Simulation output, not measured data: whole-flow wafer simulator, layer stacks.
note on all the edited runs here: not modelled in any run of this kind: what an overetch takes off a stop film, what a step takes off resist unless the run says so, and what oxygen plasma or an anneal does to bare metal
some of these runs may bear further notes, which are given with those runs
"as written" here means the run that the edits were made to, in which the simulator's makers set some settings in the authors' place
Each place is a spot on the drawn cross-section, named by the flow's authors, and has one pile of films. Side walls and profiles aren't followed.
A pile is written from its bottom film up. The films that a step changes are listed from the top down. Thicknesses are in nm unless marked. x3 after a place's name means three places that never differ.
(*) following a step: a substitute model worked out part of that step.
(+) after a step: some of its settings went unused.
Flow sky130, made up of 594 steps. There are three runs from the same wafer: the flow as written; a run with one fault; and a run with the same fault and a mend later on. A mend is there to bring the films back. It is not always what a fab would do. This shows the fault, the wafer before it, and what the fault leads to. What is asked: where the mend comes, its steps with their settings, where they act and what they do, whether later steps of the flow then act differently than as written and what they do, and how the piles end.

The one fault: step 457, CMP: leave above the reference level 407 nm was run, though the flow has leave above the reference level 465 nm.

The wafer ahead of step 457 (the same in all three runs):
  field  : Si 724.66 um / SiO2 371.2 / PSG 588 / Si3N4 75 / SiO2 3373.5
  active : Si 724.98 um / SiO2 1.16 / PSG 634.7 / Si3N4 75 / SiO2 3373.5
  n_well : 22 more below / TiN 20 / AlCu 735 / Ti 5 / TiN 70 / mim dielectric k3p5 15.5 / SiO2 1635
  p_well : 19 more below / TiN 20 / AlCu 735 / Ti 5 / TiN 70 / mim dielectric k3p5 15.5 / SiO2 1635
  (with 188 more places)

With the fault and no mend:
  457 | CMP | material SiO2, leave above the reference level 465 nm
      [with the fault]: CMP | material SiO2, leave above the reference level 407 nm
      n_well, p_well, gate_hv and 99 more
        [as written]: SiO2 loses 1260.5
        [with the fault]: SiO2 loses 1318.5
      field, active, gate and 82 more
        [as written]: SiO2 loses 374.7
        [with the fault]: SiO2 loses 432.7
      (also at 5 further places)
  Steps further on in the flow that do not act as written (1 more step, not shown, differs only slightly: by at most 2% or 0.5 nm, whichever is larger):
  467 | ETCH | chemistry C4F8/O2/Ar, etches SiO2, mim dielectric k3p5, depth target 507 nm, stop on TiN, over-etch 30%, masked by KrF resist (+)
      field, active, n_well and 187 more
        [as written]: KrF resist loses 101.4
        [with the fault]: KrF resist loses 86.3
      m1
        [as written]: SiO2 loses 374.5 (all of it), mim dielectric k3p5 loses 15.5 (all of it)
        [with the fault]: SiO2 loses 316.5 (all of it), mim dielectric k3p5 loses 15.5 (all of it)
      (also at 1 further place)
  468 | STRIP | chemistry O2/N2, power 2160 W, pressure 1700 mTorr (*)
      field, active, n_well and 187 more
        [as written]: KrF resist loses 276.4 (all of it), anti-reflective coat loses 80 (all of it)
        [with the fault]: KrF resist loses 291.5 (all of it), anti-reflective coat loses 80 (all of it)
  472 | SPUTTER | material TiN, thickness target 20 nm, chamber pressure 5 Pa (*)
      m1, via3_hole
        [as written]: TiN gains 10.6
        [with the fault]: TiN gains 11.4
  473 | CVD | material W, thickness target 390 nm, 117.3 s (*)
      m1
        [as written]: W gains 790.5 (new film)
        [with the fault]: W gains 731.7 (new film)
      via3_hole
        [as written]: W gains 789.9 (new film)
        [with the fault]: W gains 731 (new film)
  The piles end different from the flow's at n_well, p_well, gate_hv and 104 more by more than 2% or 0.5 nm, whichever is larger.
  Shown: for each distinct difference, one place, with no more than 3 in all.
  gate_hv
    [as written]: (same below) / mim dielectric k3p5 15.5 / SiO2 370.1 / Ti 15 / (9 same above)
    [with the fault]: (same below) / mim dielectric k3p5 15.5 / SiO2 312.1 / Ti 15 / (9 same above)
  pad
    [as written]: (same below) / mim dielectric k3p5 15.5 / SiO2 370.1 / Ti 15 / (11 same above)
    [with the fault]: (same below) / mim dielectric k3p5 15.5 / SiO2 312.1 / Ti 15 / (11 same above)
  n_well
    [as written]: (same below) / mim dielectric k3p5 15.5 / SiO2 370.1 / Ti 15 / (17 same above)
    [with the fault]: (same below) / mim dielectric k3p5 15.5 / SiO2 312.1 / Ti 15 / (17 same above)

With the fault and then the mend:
  The mend stands after step 457.
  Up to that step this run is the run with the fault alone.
  457a | HDPCVD | thickness target 58 nm (*) (the flow's step 456 again, with other settings)
      field, active, n_well and 189 more
        SiO2 gains 58
  Every later step of the flow that is run acts as written, at every place that is followed, to within 2% or 0.5 nm, whichever is larger.
  At every place that both follow, the piles at the end match the flow's.
